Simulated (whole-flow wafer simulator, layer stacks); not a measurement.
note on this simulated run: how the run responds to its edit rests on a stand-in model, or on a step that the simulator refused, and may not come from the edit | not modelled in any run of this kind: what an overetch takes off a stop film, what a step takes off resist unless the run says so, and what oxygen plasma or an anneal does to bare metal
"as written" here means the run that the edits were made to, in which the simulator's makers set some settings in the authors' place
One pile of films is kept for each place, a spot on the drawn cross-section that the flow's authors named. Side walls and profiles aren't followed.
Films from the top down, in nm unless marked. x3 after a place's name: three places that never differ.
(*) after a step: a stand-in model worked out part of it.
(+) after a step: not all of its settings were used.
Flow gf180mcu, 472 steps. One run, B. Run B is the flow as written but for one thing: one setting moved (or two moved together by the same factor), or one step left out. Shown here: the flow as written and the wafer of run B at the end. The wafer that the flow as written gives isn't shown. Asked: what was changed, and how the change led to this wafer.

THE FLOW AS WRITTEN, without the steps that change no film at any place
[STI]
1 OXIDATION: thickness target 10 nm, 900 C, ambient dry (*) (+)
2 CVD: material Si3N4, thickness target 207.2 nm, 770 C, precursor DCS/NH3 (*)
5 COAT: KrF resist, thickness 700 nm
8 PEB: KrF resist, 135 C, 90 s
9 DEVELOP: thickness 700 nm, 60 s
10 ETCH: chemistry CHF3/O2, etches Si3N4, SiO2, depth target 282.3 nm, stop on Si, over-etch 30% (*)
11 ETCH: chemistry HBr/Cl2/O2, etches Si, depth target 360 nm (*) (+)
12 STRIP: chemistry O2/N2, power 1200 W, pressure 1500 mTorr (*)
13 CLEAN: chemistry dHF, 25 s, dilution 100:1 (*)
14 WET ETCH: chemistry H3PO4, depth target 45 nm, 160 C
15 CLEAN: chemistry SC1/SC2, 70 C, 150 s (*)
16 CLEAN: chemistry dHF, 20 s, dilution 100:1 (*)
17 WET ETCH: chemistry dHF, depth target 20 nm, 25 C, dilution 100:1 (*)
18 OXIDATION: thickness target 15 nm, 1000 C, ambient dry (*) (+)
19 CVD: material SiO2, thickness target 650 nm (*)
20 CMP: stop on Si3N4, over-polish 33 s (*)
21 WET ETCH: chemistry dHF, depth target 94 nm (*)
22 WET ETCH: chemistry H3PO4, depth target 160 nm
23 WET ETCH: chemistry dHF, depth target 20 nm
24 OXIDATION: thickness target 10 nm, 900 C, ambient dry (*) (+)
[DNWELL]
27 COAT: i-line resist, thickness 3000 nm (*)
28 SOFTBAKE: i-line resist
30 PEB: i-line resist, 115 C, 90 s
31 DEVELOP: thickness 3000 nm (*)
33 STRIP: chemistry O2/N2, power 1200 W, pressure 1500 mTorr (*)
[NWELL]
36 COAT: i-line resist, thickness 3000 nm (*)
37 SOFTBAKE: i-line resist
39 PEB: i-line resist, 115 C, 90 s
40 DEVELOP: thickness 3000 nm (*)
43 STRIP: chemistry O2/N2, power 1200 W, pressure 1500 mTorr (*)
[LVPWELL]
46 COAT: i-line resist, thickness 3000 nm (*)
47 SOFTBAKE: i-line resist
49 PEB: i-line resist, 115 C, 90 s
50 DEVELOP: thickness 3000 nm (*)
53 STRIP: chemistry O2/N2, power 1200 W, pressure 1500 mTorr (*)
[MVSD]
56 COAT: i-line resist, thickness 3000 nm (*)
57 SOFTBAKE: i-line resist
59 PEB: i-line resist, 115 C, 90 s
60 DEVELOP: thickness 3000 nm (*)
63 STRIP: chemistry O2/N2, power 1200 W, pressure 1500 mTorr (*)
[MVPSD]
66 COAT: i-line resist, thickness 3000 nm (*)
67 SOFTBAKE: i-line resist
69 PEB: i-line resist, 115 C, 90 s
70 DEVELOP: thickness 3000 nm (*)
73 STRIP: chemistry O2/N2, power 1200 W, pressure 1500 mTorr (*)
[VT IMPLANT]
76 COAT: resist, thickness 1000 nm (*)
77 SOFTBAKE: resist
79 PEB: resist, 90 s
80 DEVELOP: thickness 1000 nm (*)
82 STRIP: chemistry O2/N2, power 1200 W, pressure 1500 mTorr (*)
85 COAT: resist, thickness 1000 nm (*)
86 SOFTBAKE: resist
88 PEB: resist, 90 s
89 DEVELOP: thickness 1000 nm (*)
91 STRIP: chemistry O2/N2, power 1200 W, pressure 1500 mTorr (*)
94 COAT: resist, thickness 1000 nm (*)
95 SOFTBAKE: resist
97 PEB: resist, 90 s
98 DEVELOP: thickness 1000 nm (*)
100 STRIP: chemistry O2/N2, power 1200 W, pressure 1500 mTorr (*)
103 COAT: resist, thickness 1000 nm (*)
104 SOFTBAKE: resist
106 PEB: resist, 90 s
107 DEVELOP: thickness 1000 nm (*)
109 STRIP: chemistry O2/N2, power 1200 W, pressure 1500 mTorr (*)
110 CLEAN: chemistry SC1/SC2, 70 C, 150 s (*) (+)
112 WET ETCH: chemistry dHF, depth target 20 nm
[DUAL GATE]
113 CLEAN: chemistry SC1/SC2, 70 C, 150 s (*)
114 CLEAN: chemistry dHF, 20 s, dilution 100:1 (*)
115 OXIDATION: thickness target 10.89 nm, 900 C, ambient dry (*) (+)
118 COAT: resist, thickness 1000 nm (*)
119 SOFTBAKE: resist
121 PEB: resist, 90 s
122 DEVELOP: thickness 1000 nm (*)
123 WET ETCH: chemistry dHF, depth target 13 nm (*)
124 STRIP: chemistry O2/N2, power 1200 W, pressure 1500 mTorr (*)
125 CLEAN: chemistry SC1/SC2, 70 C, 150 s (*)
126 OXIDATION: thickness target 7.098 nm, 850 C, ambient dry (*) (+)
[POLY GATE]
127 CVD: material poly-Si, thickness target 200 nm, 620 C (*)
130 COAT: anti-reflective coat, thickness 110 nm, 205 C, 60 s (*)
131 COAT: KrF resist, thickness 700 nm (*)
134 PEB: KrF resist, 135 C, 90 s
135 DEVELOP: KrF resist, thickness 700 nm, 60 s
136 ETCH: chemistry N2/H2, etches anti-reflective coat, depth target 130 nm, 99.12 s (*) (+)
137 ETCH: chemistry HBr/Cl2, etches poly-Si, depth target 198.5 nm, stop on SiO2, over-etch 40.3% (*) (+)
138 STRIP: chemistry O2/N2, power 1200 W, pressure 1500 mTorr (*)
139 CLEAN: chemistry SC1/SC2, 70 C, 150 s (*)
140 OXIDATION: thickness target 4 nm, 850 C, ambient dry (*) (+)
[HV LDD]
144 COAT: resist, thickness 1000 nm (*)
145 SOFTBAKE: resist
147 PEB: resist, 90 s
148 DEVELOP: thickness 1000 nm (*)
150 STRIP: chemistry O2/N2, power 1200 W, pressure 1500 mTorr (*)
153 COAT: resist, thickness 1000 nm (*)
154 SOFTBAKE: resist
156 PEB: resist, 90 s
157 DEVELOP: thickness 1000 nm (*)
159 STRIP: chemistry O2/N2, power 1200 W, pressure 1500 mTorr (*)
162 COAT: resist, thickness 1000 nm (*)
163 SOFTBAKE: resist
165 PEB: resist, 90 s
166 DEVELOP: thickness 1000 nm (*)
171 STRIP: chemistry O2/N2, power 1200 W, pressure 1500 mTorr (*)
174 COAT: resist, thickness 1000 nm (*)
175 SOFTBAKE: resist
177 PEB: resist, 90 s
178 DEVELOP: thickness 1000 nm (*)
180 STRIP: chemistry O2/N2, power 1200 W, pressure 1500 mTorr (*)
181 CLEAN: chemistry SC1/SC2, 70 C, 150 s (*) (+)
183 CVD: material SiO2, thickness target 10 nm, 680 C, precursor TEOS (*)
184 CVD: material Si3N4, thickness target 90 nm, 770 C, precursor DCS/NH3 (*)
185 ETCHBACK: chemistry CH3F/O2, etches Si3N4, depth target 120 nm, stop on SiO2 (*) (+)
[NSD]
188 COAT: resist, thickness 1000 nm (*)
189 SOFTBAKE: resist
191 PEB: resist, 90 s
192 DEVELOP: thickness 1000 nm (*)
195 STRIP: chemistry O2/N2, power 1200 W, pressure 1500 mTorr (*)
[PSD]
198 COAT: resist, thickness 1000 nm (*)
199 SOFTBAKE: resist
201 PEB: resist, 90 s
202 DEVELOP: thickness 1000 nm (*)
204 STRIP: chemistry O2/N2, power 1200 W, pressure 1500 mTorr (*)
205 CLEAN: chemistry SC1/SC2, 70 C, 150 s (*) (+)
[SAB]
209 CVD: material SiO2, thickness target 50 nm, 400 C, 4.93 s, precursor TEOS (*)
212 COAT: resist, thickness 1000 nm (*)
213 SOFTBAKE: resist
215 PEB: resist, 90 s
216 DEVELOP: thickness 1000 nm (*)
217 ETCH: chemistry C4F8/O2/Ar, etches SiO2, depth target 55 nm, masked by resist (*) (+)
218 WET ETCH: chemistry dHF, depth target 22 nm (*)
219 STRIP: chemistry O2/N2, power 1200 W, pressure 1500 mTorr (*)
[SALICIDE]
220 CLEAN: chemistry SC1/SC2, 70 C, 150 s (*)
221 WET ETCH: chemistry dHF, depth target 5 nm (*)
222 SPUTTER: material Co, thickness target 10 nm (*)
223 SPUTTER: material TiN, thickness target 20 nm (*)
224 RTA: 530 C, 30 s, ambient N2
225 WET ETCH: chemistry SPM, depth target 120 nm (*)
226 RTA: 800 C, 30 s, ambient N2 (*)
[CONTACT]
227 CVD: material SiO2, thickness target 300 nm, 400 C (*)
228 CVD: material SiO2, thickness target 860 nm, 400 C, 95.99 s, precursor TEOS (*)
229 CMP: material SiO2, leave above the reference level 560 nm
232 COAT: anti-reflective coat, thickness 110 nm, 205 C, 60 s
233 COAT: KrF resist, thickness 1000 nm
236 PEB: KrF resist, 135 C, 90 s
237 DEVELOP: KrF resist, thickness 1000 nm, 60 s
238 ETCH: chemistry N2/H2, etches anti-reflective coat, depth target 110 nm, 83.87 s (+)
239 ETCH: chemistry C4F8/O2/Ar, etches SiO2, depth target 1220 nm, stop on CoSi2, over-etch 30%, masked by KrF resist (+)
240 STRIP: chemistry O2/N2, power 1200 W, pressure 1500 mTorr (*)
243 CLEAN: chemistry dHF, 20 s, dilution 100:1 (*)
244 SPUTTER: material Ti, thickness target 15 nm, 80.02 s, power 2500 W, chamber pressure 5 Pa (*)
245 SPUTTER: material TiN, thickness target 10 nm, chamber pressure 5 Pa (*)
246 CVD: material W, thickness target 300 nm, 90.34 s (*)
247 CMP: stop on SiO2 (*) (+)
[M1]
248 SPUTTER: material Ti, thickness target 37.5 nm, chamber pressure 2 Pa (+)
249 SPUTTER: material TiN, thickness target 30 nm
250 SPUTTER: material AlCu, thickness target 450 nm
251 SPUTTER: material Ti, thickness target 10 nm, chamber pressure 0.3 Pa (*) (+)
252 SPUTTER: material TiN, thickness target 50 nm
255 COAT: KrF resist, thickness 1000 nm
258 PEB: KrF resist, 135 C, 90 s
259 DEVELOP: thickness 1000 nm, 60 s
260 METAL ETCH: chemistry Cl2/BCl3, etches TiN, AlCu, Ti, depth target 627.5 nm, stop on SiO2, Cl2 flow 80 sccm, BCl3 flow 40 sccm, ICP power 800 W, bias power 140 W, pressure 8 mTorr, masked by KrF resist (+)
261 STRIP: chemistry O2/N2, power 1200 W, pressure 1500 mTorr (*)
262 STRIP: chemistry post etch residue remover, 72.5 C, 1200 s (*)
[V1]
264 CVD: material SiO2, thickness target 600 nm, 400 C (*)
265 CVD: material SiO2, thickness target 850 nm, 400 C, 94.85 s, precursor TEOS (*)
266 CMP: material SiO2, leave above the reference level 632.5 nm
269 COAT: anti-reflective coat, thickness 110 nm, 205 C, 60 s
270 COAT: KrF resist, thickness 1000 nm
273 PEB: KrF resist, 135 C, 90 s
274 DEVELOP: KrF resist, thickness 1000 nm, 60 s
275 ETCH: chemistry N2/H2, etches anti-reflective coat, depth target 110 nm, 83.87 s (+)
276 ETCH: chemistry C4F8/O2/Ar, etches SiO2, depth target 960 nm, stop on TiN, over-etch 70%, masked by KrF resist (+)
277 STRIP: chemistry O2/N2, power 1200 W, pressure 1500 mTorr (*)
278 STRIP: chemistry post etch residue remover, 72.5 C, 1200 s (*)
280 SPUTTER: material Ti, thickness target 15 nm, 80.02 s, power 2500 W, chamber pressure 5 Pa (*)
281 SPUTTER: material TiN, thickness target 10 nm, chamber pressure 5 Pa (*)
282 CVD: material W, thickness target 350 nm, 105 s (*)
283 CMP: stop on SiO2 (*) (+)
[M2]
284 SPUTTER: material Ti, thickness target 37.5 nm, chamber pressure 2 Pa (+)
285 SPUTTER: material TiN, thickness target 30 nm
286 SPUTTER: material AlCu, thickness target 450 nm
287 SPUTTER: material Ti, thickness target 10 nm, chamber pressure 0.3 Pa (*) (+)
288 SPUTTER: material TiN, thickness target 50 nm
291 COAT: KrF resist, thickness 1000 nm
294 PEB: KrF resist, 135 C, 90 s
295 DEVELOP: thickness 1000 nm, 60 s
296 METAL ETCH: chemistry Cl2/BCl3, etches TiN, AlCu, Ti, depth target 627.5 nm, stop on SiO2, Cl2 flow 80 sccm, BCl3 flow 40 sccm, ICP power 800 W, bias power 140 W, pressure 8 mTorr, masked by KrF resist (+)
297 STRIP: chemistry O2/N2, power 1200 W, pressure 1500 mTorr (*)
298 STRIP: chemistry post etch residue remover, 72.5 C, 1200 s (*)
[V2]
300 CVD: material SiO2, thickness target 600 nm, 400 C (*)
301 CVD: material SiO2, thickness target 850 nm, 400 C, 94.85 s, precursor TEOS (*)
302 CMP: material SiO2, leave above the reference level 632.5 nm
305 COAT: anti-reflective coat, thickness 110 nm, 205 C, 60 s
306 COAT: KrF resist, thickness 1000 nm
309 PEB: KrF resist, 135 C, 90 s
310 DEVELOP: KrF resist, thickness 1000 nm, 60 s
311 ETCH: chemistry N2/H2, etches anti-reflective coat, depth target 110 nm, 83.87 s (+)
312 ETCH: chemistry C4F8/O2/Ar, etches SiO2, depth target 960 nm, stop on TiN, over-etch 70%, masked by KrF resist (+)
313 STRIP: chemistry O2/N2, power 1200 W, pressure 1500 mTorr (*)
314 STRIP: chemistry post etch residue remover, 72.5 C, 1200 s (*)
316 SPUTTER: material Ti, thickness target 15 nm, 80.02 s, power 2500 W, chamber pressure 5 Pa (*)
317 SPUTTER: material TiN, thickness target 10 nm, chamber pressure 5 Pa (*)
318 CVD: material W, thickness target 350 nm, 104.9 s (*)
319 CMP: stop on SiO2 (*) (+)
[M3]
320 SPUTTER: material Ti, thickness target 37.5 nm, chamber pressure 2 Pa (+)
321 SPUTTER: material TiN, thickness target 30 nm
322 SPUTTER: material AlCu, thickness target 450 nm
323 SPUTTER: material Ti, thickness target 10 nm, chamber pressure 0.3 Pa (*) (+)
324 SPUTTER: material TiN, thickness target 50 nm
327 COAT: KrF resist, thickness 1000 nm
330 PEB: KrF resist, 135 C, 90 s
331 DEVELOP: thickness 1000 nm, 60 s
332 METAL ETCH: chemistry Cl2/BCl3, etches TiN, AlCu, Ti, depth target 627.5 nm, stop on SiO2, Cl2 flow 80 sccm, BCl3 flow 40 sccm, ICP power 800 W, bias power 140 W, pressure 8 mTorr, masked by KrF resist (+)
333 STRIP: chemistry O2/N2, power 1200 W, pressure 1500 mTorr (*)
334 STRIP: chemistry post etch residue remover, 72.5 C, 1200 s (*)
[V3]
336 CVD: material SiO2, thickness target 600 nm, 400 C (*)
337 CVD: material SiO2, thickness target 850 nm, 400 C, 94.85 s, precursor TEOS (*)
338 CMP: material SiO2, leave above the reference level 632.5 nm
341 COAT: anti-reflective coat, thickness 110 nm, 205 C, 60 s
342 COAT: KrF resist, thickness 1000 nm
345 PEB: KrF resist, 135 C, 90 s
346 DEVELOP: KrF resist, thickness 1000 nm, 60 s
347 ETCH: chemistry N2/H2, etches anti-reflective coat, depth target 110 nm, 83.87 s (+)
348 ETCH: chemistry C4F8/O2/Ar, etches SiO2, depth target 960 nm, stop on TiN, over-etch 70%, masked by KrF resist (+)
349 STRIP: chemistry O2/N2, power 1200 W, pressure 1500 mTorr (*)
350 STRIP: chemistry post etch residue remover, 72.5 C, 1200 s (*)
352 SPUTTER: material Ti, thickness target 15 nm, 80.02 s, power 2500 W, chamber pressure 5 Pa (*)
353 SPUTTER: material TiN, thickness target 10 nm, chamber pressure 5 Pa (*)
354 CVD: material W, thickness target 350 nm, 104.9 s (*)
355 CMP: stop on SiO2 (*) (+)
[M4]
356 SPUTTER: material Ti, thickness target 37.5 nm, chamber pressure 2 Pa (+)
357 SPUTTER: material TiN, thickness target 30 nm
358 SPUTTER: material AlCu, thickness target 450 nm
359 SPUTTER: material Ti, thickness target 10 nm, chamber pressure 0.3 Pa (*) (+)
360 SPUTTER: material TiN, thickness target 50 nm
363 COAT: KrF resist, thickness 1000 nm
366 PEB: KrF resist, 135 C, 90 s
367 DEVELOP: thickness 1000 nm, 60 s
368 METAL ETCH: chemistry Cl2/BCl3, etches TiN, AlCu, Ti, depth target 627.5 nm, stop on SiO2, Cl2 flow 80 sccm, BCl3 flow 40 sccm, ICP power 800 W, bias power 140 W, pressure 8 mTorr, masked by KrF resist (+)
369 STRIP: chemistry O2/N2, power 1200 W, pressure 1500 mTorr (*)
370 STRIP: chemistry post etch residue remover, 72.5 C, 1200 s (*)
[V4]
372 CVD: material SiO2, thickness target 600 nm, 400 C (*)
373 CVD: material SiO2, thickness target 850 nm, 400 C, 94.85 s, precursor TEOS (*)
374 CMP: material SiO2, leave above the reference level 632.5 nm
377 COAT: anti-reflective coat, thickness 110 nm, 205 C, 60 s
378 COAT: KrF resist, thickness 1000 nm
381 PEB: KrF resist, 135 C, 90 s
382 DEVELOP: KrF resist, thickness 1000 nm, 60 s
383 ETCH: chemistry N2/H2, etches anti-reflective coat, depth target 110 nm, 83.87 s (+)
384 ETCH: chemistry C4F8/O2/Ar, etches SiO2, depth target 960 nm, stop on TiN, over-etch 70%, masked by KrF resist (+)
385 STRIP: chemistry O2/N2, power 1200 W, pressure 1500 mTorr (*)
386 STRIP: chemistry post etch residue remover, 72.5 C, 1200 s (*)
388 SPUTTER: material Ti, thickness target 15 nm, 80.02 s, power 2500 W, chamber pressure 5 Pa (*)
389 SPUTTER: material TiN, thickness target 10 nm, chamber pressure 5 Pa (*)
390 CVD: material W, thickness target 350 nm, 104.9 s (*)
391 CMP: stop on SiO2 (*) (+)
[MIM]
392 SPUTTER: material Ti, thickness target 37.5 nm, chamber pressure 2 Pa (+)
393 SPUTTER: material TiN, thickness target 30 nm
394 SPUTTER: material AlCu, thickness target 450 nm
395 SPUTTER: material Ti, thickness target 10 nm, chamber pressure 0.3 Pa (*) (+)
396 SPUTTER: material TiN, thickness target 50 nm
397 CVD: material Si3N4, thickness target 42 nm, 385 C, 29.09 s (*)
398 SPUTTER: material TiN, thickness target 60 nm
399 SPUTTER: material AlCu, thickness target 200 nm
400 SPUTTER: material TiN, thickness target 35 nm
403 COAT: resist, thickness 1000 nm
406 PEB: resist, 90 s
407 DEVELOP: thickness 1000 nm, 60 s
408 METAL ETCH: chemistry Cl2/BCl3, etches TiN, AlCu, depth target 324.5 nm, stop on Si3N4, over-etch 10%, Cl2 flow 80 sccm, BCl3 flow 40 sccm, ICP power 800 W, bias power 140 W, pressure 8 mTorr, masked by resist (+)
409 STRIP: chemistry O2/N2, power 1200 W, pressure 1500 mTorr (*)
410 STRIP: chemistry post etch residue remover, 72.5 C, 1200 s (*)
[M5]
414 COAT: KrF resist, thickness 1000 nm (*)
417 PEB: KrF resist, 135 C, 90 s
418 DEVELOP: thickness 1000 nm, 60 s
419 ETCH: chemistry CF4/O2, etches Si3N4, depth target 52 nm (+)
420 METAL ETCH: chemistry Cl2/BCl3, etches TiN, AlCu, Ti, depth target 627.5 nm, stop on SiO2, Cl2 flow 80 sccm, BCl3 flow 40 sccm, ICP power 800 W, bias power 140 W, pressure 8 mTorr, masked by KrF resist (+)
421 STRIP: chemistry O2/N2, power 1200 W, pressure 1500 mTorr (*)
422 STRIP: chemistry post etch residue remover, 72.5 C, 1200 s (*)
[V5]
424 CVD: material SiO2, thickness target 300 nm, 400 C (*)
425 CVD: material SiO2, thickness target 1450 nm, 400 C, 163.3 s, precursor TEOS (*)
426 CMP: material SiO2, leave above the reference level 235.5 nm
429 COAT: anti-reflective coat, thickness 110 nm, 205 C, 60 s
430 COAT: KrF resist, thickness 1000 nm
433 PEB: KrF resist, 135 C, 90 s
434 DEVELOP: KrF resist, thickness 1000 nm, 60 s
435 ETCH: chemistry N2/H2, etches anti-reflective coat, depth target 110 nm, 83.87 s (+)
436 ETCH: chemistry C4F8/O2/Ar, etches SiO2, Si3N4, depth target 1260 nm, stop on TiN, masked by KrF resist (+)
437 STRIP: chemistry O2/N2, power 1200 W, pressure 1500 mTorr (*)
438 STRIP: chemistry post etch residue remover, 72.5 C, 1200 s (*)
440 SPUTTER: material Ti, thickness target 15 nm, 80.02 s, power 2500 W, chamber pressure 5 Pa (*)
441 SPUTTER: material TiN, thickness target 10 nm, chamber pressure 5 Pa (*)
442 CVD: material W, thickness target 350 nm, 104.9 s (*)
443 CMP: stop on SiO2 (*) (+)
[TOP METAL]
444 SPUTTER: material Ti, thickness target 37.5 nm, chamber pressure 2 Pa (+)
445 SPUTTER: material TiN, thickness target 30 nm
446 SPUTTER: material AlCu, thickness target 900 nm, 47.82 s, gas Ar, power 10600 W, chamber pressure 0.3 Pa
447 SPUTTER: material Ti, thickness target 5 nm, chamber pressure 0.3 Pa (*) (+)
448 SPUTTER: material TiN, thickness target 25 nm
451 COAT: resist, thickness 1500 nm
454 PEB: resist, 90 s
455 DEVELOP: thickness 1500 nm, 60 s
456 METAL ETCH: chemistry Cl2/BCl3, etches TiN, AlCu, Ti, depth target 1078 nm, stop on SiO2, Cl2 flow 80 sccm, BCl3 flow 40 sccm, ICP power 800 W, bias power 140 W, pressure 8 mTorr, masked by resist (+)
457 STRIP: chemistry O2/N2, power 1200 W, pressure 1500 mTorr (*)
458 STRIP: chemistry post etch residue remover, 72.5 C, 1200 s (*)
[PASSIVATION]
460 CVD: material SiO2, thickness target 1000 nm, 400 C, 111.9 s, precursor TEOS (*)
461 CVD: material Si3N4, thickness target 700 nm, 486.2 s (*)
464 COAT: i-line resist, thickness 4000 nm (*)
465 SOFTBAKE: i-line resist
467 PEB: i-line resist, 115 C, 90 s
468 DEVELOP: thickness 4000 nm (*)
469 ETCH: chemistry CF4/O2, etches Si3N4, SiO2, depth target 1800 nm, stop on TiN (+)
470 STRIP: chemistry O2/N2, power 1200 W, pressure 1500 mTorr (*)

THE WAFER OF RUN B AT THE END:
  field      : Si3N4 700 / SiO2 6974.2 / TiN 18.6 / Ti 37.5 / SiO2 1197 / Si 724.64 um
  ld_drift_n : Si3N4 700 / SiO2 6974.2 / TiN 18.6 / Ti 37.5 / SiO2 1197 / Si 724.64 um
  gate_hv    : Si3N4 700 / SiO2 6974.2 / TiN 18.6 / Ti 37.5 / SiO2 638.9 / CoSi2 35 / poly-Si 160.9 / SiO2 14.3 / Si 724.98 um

The cause: step 260, METAL ETCH: depth target 521 nm was run, where the flow has depth target 627.5 nm.

How the change led to this, step by step:
  260 METAL ETCH: chemistry Cl2/BCl3, etches TiN, AlCu, Ti, depth target 627.5 nm, stop on SiO2, Cl2 flow 80 sccm, BCl3 flow 40 sccm, ICP power 800 W, bias power 140 W, pressure 8 mTorr, masked by KrF resist (+)
      field, field__w1, field__w2 and 99 more: TiN -50 (all of it), Ti -10 (all of it), AlCu -450 (all of it), TiN -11 (as written it would be: TiN -50 (all of it), Ti -10 (all of it), AlCu -450 (all of it), TiN -30 (all of it), Ti -37.5 (all of it))
      field__w8, contact, m1 and 6 more: KrF resist -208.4 (as written it would be: KrF resist -251)
  261 STRIP: chemistry O2/N2, power 1200 W, pressure 1500 mTorr (*)
      field__w8, contact, m1 and 6 more: KrF resist -770 (all of it) (as written it would be: KrF resist -727.4 (all of it))
  264 CVD: material SiO2, thickness target 600 nm, 400 C (*)
      field, field__w1, field__w2 and 99 more: SiO2 +600 (new film) (as written it would be: SiO2 +600)
  266 CMP: material SiO2, leave above the reference level 632.5 nm
      field, field__w1, field__w2 and 99 more: SiO2 -356.1 (as written it would be: SiO2 -300)
Counting metal films that touch as one body, field has 1 body; the flow as written gives 0 bodies.
Counting metal films that touch as one body, ld_drift_n has 1 body; the flow as written gives 0 bodies.
Counting metal films that touch as one body, gate_hv has 2 bodies (between them, from the top down: SiO2 638.9); the flow as written gives 1 body.
